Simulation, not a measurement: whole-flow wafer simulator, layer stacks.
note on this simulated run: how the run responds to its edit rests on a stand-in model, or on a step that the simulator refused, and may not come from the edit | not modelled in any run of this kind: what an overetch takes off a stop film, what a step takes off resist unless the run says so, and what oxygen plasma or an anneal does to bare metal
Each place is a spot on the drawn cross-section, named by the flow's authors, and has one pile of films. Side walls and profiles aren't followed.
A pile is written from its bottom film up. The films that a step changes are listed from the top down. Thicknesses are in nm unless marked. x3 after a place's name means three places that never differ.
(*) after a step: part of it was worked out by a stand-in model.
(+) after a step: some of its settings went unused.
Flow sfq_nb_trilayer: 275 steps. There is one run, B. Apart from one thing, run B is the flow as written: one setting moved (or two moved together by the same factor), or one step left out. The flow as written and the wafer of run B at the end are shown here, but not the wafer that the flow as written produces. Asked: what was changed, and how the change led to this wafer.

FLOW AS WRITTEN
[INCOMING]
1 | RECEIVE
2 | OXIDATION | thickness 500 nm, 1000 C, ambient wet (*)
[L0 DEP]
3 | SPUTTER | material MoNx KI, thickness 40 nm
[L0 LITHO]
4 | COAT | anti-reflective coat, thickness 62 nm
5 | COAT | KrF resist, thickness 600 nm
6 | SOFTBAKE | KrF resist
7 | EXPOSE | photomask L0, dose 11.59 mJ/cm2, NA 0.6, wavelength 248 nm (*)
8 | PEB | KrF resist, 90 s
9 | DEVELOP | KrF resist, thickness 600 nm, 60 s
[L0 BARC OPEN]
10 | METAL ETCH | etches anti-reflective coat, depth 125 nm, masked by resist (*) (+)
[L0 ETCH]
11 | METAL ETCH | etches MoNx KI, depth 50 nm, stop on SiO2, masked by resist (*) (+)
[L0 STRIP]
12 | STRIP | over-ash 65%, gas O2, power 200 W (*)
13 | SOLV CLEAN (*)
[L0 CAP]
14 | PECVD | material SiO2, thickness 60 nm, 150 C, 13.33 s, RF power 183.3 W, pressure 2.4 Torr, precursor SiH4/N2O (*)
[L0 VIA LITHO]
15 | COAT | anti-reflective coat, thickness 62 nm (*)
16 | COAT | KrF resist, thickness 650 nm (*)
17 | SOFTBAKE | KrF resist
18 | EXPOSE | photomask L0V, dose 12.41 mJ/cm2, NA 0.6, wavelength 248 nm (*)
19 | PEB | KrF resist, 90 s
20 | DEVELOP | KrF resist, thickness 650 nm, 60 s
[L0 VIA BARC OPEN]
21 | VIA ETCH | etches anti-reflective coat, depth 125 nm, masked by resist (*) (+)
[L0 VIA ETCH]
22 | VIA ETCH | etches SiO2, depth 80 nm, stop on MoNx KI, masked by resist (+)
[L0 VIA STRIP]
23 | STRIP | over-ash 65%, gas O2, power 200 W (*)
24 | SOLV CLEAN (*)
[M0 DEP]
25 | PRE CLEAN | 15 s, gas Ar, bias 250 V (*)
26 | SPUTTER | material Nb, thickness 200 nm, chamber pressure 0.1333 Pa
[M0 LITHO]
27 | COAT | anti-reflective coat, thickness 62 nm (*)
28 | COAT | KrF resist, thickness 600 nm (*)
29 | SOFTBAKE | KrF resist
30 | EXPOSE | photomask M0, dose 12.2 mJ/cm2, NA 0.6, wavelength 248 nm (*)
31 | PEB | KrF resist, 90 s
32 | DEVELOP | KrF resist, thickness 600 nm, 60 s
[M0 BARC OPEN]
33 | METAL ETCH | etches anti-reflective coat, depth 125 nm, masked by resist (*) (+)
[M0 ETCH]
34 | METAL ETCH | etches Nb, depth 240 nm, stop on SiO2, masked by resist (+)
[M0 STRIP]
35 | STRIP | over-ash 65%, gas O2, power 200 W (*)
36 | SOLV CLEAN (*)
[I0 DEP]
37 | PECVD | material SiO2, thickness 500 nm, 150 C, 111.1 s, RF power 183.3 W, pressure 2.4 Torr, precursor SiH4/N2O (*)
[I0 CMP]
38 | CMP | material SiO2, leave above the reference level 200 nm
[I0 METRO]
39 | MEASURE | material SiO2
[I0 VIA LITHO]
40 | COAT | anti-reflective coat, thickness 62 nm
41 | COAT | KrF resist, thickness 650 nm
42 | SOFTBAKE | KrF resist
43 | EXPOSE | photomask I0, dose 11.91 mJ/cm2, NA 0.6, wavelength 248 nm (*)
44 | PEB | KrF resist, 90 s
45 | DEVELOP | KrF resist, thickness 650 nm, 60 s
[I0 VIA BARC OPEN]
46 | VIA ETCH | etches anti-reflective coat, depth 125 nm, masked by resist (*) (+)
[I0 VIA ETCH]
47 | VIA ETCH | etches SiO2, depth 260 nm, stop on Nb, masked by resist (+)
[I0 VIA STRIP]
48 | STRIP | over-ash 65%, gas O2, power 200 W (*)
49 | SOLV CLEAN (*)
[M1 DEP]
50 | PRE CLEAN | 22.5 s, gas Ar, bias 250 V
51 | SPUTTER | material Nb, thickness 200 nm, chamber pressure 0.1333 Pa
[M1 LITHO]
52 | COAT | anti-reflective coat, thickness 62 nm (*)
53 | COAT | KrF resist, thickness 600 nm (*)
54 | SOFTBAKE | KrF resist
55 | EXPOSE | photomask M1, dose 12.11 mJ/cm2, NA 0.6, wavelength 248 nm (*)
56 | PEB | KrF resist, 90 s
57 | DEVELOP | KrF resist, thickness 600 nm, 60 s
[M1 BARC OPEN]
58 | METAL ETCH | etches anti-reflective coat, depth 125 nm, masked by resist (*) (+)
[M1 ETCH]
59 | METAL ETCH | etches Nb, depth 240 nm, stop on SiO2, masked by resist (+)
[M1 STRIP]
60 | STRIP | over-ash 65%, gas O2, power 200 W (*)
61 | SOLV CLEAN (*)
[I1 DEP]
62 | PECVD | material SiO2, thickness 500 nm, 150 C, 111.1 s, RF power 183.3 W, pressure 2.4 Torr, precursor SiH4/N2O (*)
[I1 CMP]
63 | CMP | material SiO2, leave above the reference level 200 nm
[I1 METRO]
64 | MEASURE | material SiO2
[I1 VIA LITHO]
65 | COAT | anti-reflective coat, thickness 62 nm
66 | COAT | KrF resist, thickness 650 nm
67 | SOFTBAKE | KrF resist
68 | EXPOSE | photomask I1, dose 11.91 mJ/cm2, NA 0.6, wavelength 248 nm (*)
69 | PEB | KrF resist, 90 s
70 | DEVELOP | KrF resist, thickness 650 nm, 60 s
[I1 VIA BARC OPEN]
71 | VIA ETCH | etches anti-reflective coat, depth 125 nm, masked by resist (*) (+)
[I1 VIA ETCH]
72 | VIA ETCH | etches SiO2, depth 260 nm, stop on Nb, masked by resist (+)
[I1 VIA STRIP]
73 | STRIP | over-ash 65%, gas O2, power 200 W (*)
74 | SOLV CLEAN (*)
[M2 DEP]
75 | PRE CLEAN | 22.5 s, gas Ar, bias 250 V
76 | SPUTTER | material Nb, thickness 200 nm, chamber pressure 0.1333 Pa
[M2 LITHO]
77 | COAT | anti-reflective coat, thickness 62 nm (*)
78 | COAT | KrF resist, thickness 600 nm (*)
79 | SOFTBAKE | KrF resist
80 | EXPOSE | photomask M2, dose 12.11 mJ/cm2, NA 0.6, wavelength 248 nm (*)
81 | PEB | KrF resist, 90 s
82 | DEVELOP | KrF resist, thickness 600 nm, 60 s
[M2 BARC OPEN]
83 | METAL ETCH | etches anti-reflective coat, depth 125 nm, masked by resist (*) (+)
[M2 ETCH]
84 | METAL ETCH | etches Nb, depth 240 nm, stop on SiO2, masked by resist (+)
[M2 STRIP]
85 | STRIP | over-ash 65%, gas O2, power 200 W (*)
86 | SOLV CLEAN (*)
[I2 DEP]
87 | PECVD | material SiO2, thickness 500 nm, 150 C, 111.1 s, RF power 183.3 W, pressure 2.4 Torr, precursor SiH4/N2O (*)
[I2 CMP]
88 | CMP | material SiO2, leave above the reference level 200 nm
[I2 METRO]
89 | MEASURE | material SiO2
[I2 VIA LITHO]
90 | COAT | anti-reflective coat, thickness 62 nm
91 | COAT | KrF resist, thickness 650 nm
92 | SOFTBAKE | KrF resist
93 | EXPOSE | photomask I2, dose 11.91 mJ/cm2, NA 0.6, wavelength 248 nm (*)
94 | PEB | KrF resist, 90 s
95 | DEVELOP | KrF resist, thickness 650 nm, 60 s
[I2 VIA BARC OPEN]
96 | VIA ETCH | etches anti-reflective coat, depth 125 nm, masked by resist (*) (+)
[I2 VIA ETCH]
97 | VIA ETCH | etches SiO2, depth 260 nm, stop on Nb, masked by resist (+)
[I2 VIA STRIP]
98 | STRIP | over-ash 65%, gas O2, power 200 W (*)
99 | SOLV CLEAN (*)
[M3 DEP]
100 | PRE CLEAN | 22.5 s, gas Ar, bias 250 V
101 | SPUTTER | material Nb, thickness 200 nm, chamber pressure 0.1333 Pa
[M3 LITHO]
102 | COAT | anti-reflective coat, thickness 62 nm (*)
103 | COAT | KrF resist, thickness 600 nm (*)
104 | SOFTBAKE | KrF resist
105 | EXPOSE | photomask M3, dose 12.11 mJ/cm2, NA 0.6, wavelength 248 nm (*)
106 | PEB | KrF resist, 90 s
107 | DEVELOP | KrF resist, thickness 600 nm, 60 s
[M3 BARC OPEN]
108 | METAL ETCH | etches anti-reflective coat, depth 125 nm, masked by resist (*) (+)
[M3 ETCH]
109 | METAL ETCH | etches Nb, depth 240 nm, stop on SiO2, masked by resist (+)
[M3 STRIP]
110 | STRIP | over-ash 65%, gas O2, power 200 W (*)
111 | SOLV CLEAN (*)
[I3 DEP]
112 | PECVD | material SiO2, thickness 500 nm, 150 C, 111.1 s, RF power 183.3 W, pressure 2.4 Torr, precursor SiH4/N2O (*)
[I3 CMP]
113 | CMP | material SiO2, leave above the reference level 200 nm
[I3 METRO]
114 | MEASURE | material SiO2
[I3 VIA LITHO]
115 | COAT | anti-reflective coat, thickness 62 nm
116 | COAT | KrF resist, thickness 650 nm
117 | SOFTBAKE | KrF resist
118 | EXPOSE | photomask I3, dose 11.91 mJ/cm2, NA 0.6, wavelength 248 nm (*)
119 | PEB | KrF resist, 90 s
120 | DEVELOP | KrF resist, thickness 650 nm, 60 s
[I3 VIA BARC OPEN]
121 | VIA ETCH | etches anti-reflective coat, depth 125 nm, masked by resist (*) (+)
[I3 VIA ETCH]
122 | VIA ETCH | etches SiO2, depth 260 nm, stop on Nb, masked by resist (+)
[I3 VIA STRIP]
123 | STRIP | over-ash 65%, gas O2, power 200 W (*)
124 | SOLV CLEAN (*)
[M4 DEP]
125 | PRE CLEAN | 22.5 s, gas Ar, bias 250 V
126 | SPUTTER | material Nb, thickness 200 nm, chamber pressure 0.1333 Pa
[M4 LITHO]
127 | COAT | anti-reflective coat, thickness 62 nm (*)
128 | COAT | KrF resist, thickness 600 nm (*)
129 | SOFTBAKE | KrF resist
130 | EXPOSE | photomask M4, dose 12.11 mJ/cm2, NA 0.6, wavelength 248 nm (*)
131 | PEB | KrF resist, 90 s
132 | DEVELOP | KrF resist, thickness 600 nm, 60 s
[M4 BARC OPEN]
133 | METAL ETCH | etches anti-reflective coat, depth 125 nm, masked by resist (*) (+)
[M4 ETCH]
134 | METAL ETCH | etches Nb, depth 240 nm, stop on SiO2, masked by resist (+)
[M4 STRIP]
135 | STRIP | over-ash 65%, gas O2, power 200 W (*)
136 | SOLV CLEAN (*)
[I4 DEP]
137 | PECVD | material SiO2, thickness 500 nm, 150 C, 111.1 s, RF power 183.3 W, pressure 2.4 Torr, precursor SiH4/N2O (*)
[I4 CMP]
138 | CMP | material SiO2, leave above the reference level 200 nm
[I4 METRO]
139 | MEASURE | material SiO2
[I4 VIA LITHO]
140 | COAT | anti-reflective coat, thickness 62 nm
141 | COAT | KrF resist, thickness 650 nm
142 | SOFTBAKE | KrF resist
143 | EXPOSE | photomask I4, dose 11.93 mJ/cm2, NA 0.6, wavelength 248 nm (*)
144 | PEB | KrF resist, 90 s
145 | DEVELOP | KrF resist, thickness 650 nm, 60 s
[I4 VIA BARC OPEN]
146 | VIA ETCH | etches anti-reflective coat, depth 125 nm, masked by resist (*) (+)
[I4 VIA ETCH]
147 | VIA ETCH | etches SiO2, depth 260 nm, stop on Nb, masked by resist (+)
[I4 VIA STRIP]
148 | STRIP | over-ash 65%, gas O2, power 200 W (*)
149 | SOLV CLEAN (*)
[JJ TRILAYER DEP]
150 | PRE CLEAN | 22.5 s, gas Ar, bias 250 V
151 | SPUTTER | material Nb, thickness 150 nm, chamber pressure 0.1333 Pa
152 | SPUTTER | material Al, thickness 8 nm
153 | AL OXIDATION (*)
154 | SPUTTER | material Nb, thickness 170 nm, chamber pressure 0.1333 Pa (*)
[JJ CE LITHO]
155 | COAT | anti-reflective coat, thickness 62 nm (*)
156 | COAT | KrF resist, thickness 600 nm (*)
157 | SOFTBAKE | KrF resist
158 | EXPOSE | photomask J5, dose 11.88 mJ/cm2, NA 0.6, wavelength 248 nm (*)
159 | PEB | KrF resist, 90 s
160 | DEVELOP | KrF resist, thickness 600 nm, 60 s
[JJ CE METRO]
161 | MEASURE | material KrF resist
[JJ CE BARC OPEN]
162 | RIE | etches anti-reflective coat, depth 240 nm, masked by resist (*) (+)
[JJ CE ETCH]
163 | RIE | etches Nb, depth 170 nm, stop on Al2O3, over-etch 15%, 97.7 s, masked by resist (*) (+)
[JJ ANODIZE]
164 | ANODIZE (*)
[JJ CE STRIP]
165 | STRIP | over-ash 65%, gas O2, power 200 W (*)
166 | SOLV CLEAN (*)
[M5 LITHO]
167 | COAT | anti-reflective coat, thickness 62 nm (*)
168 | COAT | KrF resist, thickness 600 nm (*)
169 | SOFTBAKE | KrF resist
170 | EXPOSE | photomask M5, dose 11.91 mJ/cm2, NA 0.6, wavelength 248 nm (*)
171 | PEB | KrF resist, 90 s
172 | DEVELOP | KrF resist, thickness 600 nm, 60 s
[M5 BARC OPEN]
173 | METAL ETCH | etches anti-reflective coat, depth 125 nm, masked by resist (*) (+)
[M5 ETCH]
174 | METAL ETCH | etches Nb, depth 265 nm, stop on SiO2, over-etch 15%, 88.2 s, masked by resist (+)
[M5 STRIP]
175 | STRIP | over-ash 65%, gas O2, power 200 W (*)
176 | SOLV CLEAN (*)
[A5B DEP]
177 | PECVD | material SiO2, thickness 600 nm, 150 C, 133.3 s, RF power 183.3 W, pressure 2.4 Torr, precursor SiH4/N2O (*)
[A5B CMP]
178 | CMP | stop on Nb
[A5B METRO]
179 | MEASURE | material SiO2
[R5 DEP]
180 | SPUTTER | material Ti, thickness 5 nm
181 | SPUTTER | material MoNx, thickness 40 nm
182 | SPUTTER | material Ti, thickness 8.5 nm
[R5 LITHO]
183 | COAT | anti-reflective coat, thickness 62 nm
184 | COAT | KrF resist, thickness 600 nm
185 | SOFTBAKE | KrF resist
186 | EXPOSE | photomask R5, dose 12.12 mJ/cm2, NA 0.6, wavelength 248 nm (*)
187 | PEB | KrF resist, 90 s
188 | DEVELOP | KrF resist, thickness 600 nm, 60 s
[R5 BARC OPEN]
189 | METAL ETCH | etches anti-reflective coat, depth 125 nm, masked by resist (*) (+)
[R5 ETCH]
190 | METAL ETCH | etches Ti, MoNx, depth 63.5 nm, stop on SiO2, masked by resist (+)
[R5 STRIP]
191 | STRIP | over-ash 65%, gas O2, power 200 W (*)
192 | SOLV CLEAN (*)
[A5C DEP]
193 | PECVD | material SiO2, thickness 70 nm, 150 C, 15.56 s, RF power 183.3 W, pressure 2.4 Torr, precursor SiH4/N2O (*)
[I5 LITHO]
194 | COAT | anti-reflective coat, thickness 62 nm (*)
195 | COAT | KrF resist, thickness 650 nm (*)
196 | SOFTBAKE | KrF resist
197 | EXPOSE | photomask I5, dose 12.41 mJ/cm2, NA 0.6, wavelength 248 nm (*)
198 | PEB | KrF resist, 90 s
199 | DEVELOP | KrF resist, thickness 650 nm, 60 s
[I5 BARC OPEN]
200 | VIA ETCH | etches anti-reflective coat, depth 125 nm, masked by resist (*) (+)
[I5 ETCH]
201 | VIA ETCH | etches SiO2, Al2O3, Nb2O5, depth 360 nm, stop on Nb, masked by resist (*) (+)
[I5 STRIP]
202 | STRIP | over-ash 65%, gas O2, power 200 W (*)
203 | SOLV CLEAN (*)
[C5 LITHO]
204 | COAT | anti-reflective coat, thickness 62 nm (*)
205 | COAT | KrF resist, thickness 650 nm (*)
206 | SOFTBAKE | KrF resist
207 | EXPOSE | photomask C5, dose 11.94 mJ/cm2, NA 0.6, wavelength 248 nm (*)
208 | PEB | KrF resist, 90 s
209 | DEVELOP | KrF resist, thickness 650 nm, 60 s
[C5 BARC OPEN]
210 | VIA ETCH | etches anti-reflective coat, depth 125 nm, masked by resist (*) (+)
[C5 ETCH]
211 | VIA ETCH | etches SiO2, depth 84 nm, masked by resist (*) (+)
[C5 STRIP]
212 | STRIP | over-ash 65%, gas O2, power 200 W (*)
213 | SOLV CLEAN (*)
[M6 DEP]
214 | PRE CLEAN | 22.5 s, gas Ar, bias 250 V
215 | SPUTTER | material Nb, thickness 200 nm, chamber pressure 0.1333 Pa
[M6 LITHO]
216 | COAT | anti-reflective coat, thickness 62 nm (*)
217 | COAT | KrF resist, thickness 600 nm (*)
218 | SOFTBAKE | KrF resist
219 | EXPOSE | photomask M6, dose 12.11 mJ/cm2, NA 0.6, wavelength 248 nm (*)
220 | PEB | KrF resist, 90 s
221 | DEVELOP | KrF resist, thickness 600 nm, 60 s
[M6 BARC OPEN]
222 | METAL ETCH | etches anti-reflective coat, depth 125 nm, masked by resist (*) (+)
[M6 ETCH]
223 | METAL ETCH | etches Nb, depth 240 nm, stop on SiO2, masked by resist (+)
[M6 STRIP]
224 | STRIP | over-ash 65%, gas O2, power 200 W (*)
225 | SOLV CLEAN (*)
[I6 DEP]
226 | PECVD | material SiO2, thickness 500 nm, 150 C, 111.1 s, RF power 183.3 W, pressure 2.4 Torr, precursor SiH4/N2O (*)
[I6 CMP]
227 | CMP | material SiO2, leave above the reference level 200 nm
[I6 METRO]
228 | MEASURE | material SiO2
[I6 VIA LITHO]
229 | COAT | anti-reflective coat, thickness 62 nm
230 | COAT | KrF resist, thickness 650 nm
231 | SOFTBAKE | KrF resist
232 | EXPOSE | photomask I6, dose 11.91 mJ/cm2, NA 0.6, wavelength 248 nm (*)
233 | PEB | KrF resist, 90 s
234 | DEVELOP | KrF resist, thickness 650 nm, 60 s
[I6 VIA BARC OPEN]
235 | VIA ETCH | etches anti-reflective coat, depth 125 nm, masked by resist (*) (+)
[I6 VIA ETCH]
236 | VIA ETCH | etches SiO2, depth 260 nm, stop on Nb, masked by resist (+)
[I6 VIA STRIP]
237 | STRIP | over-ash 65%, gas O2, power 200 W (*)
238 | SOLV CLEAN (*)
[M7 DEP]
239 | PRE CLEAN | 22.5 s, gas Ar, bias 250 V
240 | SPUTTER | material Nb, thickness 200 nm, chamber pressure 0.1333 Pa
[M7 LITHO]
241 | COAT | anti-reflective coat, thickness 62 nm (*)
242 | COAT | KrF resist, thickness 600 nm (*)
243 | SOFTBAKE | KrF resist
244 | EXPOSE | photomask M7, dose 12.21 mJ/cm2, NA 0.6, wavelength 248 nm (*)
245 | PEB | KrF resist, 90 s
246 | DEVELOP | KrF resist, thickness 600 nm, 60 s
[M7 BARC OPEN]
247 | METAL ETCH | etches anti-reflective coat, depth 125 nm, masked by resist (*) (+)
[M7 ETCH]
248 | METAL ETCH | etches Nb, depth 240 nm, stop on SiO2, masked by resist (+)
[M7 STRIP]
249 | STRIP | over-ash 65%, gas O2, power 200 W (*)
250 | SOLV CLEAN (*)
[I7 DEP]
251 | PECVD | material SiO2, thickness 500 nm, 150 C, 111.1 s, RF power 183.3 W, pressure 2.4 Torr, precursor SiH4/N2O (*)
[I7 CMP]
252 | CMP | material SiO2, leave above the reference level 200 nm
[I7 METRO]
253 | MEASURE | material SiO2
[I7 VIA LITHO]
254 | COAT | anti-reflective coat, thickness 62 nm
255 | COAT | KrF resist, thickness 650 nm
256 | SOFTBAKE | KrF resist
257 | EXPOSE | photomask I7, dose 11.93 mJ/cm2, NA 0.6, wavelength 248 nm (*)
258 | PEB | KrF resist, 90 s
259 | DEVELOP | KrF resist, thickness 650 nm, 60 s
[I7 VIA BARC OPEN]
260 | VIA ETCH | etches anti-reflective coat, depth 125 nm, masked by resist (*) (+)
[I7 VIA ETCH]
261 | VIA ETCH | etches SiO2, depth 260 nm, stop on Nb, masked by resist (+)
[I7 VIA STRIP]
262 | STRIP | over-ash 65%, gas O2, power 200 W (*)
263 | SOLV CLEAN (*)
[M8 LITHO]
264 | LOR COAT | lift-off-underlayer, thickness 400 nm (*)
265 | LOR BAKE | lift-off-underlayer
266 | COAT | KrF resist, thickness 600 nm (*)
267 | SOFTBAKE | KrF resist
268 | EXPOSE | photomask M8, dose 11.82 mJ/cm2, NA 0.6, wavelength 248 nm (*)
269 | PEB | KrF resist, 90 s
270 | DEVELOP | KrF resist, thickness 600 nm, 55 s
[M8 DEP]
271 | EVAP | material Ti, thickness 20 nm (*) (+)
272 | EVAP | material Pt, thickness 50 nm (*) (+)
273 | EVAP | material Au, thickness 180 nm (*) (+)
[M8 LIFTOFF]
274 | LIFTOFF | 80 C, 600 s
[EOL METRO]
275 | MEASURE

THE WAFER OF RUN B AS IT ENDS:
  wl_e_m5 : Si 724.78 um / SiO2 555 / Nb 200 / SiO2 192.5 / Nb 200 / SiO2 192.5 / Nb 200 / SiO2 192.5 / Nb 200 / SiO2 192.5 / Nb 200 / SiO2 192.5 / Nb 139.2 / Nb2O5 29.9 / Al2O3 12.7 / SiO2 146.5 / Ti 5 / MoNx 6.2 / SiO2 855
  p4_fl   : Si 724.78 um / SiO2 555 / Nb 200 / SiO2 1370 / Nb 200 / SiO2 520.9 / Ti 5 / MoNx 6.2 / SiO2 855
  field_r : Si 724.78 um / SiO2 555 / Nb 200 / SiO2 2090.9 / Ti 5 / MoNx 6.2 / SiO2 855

The reason: step 181, SPUTTER: thickness 61.2 nm was run, while the flow as written has thickness 40 nm.

Step by step, how the change led to this:
  181 | SPUTTER | material MoNx, thickness 40 nm
      field_l, v_sur, via_wl and 103 more: MoNx gains 61.2 (new film) (as written it would have been: MoNx gains 40 (new film))
  190 | METAL ETCH | etches Ti, MoNx, depth 63.5 nm, stop on SiO2, masked by resist (+)
      field_l, v_sur, via_wl and 92 more: Ti loses 8.5 (all of it), MoNx loses 55 (as written it would have been: Ti loses 8.5 (all of it), MoNx loses 40 (all of it), Ti loses 5 (all of it))
      ce_l, c5j, ce_r, wl_jj: Ti loses 8.5 (all of it), MoNx loses 55 (as written it would have been: Ti loses 8.5 (all of it), MoNx loses 40 (all of it), Ti loses 5 (all of it), Nb loses 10)
  193 | PECVD | material SiO2, thickness 70 nm, 150 C, 15.56 s, RF power 183.3 W, pressure 2.4 Torr, precursor SiH4/N2O (*)
      field_l, v_sur, via_wl and 92 more: SiO2 gains 70 (new film) (as written it would have been: SiO2 gains 70)
  194 | COAT | anti-reflective coat, thickness 62 nm (*)
      wl_j_sl, wl_j_sr: anti-reflective coat gains 62 (new film) (as written it would have been: anti-reflective coat gains 60.2 (new film))
      r5r_spacepad_l, r5r_spacepad_r: anti-reflective coat gains 88.7 (new film) (as written it would have been: anti-reflective coat gains 84.4 (new film))
      (also at 12 further places)
  201 | VIA ETCH | etches SiO2, Al2O3, Nb2O5, depth 360 nm, stop on Nb, masked by resist (*) (+)
      be: SiO2 loses 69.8 (all of it), MoNx loses 6.2 (all of it), Ti loses 5 (all of it), SiO2 loses 146.5 (all of it), Al2O3 loses 12.7 (all of it), Nb2O5 loses 29.9 (all of it) (as written it would have been: SiO2 loses 216.4 (all of it), Al2O3 loses 12.7 (all of it), Nb2O5 loses 29.9 (all of it))
  202 | STRIP | over-ash 65%, gas O2, power 200 W (*)
      wl_j_sl, wl_j_sr: KrF resist loses 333 (all of it), anti-reflective coat loses 62 (all of it) (as written it would have been: KrF resist loses 333.3 (all of it), anti-reflective coat loses 60.2 (all of it))
      r5r_spacepad_l, r5r_spacepad_r: KrF resist loses 336 (all of it), anti-reflective coat loses 88.7 (all of it) (as written it would have been: KrF resist loses 335.6 (all of it), anti-reflective coat loses 84.4 (all of it))
      (also at 12 further places)
  204 | COAT | anti-reflective coat, thickness 62 nm (*)
      wl_j_sl, wl_j_sr: anti-reflective coat gains 62 (new film) (as written it would have been: anti-reflective coat gains 60.2 (new film))
      r5r_spacepad_l, r5r_spacepad_r: anti-reflective coat gains 88.7 (new film) (as written it would have been: anti-reflective coat gains 84.4 (new film))
      (also at 12 further places)
  210 | VIA ETCH | etches anti-reflective coat, depth 125 nm, masked by resist (*) (+)
      c5j: anti-reflective coat loses 61.2 (all of it), SiO2 loses 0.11 (as written it would have been: anti-reflective coat loses 63.9 (all of it), SiO2 loses 0.11)
  211 | VIA ETCH | etches SiO2, depth 84 nm, masked by resist (*) (+)
      c5j: SiO2 loses 69.9 (all of it) (as written it would have been: SiO2 loses 69.9 (all of it), Nb loses 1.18)
  212 | STRIP | over-ash 65%, gas O2, power 200 W (*)
      wl_j_sl, wl_j_sr: KrF resist loses 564 (all of it), anti-reflective coat loses 62 (all of it) (as written it would have been: KrF resist loses 563.4 (all of it), anti-reflective coat loses 60.2 (all of it))
      r5r_spacepad_l, r5r_spacepad_r: KrF resist loses 566.9 (all of it), anti-reflective coat loses 88.7 (all of it) (as written it would have been: KrF resist loses 565.8 (all of it), anti-reflective coat loses 84.4 (all of it))
      (also at 11 further places)
  214 | PRE CLEAN | 22.5 s, gas Ar, bias 250 V
      c5j: MoNx loses 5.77 (as written it would have been: Nb loses 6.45)
  215 | SPUTTER | material Nb, thickness 200 nm, chamber pressure 0.1333 Pa
      c5j: Nb gains 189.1 (new film) (as written it would have been: Nb gains 188.4)
  216 | COAT | anti-reflective coat, thickness 62 nm (*)
      r5r_line_l, r5r_line_c, r5r_line_r: anti-reflective coat gains 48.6 (new film) (as written it would have been: anti-reflective coat gains 50 (new film))
      wl_j_sl, wl_j_sr: anti-reflective coat gains 62 (new film) (as written it would have been: anti-reflective coat gains 60.2 (new film))
      (also at 13 further places)
  222 | METAL ETCH | etches anti-reflective coat, depth 125 nm, masked by resist (*) (+)
      r5r_line_l, r5r_line_c, r5r_line_r: anti-reflective coat loses 48.6 (all of it) (as written it would have been: anti-reflective coat loses 50 (all of it))
      r5r_spacepad_l, r5r_spacepad_r: anti-reflective coat loses 90.7 (all of it) (as written it would have been: anti-reflective coat loses 85.7 (all of it))
      (also at 1 further place)
  224 | STRIP | over-ash 65%, gas O2, power 200 W (*)
      wl_j_sl, wl_j_sr: KrF resist loses 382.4 (all of it), anti-reflective coat loses 62 (all of it) (as written it would have been: KrF resist loses 382.5 (all of it), anti-reflective coat loses 60.2 (all of it))
      be_sur: KrF resist loses 371.5 (all of it), anti-reflective coat loses 42.9 (all of it) (as written it would have been: KrF resist loses 371.2 (all of it), anti-reflective coat loses 43.8 (all of it))
      (also at 9 further places)
  227 | CMP | material SiO2, leave above the reference level 200 nm
      r5r_line_l, r5r_spacepad_l, r5r_spacepad_r, r5r_line_c, r5r_line_r: SiO2 loses 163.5 (as written it would have been: SiO2 loses 153.5)
      ce_l, ce_r, wl_jj: SiO2 loses 300 (as written it would have been: SiO2 loses 290)
      (also at 5 further places)
If metal films that touch count as one body, wl_e_m5 has 7 bodies (between them, from the top down: SiO2 146.5 / Al2O3 12.7 / Nb2O5 29.9; SiO2 192.5; SiO2 192.5; SiO2 192.5; SiO2 192.5; SiO2 192.5); the flow as written gives 6 bodies (between them, from the top down: SiO2 192.5; SiO2 192.5; SiO2 192.5; SiO2 192.5; SiO2 192.5).
If metal films that touch count as one body, p4_fl has 3 bodies (between them, from the top down: SiO2 520.9; SiO2 1370); the flow as written gives 2 bodies (between them, from the top down: SiO2 1370).
If metal films that touch count as one body, field_r has 2 bodies (between them, from the top down: SiO2 2090.9); the flow as written gives 1 body.
